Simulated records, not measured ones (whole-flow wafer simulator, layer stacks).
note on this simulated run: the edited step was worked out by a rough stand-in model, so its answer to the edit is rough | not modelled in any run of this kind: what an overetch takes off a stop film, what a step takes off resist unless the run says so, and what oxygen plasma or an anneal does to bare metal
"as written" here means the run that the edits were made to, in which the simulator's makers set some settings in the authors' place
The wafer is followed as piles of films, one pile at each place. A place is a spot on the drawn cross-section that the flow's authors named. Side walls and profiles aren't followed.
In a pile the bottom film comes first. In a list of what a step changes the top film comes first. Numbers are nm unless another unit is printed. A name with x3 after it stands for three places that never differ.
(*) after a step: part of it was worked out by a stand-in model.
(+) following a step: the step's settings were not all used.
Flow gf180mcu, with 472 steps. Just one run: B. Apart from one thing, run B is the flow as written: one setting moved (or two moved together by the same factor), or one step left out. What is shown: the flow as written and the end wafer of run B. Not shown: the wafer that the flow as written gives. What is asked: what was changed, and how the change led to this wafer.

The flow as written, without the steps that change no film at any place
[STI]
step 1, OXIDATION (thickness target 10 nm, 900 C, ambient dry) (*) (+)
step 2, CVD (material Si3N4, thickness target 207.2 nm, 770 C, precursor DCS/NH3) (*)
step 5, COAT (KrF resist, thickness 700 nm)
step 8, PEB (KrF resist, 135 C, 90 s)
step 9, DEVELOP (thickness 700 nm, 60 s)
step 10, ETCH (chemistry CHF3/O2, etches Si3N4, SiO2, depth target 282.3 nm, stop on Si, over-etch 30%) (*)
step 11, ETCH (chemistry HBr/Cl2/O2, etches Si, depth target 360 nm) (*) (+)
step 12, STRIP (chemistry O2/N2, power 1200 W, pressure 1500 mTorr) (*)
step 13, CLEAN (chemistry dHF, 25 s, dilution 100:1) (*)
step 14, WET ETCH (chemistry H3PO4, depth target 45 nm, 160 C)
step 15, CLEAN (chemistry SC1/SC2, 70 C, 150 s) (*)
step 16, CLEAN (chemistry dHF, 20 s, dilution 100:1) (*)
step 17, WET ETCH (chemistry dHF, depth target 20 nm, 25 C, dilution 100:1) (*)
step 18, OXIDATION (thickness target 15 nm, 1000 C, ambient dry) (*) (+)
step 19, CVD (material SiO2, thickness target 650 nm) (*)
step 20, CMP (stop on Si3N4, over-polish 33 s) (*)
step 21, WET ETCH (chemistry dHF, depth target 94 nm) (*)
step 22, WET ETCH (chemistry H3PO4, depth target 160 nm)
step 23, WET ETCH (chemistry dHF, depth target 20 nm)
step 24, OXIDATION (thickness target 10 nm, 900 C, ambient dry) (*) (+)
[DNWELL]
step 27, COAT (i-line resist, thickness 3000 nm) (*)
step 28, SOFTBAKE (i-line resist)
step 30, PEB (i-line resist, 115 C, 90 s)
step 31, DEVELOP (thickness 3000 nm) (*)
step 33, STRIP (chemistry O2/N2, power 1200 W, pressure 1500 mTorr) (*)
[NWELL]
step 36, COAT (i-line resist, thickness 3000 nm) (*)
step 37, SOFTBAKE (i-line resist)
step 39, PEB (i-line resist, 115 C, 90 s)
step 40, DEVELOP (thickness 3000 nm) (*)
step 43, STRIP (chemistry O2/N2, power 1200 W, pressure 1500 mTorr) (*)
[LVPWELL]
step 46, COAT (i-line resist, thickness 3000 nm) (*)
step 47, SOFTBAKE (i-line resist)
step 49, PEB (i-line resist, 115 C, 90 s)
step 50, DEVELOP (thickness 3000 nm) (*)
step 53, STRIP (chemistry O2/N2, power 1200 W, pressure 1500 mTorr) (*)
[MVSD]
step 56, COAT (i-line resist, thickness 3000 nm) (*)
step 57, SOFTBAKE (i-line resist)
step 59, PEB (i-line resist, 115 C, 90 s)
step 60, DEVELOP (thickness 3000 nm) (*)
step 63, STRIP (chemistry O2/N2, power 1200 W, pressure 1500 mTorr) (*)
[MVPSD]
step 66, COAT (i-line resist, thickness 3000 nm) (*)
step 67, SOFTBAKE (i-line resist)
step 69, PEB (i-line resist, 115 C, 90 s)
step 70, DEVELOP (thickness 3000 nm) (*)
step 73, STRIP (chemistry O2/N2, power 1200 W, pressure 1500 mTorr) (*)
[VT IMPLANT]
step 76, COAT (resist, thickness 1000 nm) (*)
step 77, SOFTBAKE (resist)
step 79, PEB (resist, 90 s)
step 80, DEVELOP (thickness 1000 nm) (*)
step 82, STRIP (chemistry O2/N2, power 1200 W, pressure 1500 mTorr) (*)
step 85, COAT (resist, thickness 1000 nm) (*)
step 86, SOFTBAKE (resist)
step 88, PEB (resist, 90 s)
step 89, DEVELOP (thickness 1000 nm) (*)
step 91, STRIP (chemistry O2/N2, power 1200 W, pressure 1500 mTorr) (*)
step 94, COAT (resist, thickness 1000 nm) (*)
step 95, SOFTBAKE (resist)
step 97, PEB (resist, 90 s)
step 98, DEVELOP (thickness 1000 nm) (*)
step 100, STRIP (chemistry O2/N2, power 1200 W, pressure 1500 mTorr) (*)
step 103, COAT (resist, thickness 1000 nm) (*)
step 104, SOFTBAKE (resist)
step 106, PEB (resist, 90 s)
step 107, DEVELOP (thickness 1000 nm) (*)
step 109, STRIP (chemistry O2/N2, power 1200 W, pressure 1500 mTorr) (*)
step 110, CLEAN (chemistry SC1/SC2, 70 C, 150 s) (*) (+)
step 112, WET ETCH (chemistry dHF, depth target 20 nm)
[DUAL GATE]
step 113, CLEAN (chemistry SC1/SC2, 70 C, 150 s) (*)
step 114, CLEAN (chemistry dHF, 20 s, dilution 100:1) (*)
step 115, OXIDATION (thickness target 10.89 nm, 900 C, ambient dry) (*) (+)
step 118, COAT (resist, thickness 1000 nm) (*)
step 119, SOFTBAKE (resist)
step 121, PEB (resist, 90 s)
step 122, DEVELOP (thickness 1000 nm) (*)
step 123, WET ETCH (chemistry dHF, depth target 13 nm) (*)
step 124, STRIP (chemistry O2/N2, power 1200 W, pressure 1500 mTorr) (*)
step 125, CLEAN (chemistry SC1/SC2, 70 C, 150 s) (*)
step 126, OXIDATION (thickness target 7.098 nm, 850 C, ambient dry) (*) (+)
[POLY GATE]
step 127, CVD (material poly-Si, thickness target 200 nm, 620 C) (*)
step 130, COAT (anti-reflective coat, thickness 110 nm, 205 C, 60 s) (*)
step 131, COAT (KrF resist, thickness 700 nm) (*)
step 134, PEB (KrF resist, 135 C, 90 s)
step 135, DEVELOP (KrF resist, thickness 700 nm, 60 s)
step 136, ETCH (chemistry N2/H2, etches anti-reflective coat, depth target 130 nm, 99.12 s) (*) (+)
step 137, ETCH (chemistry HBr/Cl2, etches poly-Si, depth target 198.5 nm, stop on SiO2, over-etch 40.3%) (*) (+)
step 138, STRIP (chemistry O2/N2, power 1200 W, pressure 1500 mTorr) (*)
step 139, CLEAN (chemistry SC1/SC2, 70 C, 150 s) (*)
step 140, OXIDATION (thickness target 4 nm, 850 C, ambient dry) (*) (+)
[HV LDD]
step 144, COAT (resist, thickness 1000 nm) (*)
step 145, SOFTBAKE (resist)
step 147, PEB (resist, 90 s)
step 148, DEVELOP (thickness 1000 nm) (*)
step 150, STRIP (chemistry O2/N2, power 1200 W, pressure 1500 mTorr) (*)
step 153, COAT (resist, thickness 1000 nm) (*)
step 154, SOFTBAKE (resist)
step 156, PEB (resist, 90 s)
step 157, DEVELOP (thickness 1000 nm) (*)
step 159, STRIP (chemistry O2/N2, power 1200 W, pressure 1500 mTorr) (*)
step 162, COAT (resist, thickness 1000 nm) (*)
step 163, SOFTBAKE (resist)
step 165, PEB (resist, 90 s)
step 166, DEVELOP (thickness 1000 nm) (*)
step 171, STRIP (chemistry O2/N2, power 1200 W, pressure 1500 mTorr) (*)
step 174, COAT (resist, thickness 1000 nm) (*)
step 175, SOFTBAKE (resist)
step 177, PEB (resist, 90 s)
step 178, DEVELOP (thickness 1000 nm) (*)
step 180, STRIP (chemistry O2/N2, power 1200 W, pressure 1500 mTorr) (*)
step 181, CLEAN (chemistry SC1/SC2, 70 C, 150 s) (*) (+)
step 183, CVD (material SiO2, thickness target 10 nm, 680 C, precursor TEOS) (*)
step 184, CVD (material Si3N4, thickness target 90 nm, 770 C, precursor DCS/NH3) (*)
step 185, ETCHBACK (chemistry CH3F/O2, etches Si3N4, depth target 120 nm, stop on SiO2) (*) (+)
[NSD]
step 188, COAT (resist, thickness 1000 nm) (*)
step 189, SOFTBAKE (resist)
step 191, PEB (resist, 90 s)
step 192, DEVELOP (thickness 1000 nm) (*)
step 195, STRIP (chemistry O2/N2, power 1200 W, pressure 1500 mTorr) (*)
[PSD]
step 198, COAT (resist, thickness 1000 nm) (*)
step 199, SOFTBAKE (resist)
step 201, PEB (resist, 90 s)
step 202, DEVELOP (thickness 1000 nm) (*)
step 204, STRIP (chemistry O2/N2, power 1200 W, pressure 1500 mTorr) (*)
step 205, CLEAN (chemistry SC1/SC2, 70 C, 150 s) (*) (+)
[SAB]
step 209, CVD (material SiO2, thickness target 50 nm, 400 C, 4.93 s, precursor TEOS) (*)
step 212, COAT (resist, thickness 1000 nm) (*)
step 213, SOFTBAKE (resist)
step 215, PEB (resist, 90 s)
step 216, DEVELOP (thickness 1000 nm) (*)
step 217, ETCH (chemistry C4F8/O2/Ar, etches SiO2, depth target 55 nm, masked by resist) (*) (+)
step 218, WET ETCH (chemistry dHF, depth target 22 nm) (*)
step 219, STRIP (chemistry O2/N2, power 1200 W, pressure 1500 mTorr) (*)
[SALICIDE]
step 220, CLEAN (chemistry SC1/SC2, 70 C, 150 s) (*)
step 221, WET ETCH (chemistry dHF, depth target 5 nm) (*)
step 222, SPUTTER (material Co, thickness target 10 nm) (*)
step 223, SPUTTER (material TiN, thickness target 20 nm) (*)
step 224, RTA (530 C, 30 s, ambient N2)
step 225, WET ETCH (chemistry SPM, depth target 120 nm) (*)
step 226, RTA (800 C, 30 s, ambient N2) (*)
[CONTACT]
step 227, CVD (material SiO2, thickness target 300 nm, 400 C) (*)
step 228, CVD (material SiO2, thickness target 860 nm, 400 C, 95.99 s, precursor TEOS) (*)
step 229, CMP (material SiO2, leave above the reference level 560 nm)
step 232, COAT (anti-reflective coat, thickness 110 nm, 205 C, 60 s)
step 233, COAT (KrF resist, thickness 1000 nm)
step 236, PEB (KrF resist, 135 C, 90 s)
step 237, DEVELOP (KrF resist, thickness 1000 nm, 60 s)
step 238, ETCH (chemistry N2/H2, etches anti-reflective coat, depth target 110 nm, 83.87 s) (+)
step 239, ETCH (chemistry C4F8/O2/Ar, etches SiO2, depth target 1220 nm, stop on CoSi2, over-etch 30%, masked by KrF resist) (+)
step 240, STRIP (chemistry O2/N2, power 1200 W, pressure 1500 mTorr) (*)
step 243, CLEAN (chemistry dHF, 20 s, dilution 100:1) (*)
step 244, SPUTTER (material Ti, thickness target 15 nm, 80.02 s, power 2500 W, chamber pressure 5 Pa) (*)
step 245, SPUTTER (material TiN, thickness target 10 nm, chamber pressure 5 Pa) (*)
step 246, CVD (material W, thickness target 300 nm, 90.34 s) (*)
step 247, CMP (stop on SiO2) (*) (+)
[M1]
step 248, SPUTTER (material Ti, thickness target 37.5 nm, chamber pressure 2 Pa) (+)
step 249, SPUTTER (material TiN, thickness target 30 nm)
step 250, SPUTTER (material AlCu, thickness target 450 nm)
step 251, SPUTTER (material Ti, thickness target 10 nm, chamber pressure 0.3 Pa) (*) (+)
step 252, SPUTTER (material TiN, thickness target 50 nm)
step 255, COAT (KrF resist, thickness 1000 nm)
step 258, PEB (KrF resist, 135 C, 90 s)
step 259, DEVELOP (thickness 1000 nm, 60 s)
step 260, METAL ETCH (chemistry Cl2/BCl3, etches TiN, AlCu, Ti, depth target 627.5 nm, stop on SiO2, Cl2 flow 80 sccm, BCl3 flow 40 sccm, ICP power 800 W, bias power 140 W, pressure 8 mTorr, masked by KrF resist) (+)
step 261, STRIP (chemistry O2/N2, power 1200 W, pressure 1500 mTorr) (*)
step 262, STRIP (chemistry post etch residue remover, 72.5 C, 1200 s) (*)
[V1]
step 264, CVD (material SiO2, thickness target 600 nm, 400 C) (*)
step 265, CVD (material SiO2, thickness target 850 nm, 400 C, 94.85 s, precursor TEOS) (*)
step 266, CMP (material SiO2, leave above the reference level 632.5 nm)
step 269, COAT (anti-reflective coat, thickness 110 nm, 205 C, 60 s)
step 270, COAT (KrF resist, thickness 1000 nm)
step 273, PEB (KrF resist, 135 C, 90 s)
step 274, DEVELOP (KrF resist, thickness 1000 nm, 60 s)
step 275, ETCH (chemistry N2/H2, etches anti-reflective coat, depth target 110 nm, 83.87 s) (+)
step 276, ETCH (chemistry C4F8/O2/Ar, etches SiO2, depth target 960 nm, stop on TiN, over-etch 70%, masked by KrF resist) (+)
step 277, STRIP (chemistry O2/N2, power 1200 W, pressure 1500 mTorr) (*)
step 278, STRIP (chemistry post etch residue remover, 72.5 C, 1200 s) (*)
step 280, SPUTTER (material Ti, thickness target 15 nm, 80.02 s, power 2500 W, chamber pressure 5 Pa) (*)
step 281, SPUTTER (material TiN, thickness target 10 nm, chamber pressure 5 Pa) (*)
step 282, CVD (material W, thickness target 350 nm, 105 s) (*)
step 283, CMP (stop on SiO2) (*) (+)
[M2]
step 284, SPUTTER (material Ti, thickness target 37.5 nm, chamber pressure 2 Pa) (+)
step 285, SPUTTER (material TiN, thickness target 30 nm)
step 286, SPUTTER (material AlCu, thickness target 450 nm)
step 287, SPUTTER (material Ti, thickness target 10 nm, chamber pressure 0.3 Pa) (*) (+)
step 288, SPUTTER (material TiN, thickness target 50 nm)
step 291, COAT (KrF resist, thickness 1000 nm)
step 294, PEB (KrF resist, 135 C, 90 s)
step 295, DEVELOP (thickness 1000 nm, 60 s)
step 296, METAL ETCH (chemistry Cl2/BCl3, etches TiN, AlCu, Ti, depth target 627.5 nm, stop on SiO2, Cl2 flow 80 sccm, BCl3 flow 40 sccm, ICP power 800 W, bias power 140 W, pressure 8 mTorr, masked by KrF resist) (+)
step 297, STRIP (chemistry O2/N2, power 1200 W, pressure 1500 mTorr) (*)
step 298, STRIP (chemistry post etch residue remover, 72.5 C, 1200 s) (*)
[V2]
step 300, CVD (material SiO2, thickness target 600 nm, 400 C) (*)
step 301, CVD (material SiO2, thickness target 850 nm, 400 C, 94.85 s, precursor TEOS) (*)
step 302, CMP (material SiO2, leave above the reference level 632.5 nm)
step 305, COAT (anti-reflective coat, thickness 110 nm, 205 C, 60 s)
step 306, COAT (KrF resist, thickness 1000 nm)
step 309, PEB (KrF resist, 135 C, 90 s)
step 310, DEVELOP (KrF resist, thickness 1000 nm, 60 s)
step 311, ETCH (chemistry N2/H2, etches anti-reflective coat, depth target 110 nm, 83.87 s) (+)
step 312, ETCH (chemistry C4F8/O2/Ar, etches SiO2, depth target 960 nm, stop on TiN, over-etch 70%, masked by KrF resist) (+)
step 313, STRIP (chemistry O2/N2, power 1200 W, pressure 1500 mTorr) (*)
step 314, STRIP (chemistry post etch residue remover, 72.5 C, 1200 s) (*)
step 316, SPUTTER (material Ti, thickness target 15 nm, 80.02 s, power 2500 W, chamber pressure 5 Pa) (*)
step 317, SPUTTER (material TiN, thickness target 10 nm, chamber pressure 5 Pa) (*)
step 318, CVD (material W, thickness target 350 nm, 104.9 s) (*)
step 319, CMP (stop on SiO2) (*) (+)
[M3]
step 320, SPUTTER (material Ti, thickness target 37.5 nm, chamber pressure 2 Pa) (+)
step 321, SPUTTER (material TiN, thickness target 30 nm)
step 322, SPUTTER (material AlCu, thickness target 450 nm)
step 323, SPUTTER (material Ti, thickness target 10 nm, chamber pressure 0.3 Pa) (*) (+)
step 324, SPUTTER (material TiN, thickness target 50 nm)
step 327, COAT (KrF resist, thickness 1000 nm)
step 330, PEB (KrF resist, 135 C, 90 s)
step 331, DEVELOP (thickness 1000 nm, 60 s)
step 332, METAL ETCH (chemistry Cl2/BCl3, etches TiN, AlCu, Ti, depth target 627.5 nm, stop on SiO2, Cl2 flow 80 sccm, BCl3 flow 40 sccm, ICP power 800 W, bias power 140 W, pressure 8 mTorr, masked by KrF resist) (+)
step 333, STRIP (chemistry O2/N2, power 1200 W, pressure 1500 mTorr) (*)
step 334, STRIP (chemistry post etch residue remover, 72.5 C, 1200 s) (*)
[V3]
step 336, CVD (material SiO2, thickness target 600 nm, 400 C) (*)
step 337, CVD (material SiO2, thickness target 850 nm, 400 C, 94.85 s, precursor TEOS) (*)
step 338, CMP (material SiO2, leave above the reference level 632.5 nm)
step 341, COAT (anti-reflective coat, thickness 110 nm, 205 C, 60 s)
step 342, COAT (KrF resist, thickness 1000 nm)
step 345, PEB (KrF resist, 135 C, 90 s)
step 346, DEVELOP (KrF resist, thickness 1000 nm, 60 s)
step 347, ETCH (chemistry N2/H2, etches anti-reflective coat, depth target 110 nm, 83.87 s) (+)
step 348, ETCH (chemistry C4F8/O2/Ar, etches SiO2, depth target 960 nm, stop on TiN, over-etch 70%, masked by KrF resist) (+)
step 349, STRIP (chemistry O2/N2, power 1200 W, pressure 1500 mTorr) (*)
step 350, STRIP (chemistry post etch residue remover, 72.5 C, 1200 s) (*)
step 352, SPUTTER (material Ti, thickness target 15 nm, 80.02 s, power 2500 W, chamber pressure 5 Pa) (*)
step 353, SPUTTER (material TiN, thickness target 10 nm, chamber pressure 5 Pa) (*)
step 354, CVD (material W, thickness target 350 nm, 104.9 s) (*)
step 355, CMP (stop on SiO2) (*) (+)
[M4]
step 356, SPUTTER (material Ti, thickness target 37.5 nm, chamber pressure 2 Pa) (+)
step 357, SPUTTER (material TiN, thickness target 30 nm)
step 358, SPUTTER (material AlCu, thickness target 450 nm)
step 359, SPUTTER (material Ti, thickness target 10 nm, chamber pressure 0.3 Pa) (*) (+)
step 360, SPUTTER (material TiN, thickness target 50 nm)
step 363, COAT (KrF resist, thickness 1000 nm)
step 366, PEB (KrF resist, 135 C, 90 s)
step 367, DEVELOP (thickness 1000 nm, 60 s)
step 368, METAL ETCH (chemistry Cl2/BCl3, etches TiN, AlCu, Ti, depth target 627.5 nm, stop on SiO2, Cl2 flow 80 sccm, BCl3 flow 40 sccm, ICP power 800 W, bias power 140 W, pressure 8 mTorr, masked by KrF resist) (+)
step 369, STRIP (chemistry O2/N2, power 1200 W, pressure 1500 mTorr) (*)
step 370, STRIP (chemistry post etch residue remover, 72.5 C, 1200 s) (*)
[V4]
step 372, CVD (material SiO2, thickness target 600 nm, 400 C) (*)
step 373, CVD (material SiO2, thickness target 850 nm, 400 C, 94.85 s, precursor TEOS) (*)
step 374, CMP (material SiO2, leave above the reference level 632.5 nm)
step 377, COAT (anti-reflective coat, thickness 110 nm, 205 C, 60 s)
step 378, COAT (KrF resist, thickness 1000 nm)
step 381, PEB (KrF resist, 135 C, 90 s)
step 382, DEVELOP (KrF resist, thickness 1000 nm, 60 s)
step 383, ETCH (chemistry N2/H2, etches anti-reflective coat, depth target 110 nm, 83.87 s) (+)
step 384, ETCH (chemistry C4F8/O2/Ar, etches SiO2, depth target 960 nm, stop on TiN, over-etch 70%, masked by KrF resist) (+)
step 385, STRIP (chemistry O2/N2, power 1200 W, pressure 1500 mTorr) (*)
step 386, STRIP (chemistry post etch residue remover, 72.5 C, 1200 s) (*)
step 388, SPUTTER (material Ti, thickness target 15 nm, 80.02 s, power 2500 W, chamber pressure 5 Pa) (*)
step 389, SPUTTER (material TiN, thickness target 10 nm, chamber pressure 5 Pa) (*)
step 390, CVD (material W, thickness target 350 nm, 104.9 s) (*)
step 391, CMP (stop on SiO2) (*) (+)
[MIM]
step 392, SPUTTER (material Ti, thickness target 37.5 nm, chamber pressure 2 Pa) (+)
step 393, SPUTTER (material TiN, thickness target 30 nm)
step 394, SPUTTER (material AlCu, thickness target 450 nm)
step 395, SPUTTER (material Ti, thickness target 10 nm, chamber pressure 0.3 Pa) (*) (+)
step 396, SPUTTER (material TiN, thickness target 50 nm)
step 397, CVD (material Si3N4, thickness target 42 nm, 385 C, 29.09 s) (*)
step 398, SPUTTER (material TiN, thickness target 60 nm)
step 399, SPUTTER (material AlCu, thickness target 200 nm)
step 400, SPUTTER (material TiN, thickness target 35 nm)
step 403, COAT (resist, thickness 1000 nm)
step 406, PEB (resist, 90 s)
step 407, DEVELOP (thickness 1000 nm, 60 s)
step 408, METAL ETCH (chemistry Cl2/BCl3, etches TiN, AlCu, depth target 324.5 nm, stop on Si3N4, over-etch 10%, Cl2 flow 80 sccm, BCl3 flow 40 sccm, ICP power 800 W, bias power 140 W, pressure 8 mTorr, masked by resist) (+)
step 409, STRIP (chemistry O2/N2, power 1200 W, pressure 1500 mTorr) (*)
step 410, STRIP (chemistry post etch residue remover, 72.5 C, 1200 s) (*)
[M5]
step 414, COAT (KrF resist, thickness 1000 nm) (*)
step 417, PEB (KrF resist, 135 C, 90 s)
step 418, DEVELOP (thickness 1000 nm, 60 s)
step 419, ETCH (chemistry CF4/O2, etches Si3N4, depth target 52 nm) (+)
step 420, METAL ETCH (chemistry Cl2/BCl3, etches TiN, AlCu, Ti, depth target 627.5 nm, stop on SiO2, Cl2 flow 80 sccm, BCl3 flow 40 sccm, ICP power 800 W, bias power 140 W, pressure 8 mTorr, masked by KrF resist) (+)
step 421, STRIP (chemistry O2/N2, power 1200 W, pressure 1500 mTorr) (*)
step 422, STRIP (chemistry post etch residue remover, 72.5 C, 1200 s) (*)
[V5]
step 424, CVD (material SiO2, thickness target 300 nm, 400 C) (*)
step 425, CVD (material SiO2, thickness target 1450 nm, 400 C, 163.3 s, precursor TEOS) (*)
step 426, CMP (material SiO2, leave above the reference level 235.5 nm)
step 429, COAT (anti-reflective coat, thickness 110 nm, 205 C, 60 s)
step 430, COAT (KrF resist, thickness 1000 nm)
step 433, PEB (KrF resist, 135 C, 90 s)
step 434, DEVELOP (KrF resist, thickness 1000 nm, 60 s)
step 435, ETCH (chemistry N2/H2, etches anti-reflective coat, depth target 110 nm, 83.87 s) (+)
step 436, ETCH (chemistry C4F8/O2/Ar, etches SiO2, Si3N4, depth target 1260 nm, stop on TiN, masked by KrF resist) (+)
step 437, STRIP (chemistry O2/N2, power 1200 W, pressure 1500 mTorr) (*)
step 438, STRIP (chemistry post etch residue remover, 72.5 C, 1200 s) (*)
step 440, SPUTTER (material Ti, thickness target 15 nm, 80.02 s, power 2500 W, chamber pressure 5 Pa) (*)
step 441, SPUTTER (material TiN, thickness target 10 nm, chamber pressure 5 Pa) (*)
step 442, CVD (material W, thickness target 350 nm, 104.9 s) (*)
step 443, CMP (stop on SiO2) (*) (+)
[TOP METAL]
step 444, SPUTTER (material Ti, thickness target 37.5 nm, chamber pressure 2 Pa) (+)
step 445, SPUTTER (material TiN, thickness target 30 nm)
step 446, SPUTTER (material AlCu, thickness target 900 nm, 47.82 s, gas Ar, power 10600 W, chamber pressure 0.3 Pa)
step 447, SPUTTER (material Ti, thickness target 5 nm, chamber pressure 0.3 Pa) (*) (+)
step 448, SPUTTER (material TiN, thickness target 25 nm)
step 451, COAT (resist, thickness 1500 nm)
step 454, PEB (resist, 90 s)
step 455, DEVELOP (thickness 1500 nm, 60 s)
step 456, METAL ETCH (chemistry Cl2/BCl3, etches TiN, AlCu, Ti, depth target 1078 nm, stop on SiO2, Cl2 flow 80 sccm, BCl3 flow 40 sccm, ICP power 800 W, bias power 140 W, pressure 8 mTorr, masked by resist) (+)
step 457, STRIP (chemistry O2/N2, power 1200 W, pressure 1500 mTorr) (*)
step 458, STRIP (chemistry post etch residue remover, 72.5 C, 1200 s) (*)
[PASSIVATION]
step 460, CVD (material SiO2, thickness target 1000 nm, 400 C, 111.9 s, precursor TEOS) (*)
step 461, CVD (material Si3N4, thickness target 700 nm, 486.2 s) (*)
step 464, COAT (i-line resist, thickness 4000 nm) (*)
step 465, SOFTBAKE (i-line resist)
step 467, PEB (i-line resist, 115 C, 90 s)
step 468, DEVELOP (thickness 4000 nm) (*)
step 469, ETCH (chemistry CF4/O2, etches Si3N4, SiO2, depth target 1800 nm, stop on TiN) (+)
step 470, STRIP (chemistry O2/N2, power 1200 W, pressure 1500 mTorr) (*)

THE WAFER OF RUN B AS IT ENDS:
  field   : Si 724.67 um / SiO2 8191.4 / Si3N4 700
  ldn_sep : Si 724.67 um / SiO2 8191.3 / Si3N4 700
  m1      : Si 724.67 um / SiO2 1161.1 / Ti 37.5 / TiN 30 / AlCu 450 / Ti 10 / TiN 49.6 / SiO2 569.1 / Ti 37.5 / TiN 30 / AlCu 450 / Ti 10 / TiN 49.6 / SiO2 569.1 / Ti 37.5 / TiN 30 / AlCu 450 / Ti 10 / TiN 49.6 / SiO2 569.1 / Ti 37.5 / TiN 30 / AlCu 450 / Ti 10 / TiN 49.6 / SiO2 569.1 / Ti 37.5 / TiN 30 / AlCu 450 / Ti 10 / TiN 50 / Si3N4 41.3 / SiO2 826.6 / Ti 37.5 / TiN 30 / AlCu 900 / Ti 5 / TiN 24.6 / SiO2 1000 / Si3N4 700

Cause: step 11, ETCH: depth target 324 nm was run, though the flow has depth target 360 nm.

How this came from the change, step by step:
  step 11, ETCH (chemistry HBr/Cl2/O2, etches Si, depth target 360 nm) (*) (+)
      active, n_well, p_well and 40 more: KrF resist loses 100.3 (it would be, as written: KrF resist loses 112.3)
      field, field_sub, sti and 34 more: Si loses 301 (it would be, as written: Si loses 337)
  step 12, STRIP (chemistry O2/N2, power 1200 W, pressure 1500 mTorr) (*)
      active, n_well, p_well and 40 more: KrF resist loses 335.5 (all of it) (it would be, as written: KrF resist loses 323.5 (all of it))
  step 19, CVD (material SiO2, thickness target 650 nm) (*)
      m1, ld_fp_n, ld_drift_n and 8 more: SiO2 gains 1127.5 (it would be, as written: SiO2 gains 1163.5)
  step 20, CMP (stop on Si3N4, over-polish 33 s) (*)
      sti, mim_1p0, pad and 11 more: SiO2 loses 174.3 (it would be, as written: SiO2 loses 138.3)
      nw_enc_fld, nw_enc_fld_lv: SiO2 loses 178.4 (it would be, as written: SiO2 loses 142.4)
      (and at 10 other places as well)
